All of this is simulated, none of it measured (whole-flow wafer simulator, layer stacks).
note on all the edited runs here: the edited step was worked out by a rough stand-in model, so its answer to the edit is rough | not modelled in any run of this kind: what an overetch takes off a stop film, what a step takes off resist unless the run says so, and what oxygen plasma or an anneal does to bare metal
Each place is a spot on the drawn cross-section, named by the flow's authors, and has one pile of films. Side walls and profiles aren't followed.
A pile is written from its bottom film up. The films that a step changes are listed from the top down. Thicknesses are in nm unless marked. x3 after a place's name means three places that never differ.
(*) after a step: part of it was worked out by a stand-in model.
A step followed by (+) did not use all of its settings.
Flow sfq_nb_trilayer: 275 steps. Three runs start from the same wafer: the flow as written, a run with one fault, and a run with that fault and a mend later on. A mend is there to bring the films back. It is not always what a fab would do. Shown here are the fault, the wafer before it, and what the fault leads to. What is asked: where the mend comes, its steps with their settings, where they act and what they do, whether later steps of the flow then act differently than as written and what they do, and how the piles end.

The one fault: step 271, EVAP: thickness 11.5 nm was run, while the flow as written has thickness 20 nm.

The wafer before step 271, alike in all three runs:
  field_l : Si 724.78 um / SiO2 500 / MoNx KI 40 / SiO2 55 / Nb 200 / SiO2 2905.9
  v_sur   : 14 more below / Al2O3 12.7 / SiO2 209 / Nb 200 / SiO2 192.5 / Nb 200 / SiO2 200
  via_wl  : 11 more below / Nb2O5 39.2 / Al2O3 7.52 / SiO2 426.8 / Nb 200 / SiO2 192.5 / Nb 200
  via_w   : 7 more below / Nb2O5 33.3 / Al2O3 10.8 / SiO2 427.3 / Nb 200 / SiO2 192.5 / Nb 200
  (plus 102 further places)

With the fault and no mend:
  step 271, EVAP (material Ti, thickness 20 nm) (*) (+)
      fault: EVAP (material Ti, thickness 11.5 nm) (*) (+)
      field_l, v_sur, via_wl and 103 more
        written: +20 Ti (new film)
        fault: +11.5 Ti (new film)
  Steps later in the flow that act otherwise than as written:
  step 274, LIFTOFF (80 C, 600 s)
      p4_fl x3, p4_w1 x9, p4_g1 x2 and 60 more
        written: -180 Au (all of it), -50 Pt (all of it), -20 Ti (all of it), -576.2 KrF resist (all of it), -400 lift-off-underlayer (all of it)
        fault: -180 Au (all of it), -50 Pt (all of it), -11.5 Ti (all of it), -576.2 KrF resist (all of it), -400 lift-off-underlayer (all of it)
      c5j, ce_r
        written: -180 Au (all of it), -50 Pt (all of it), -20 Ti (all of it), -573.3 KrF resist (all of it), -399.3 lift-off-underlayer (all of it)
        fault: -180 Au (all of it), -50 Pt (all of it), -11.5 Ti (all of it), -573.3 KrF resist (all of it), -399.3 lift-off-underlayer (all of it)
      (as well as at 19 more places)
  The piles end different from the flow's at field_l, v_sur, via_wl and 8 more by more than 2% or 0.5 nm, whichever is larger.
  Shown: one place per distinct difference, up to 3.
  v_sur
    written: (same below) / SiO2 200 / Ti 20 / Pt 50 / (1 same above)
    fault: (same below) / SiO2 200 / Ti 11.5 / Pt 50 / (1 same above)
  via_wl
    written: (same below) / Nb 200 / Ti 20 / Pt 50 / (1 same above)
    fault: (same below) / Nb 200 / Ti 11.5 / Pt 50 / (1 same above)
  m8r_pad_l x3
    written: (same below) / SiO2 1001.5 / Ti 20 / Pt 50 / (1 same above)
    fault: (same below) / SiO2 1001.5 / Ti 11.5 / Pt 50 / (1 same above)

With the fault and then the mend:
  The mend follows step 271.
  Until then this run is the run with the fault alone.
  step 271a, EVAP (material Ti, thickness 8.5 nm) (*) (+) (the flow's step 271 again, with other settings)
      field_l, v_sur, via_wl and 103 more
        +8.5 Ti
  Every later step of the flow that is run acts as written at every place that is followed.
  By the end, the piles equal the flow's at every place that both follow.
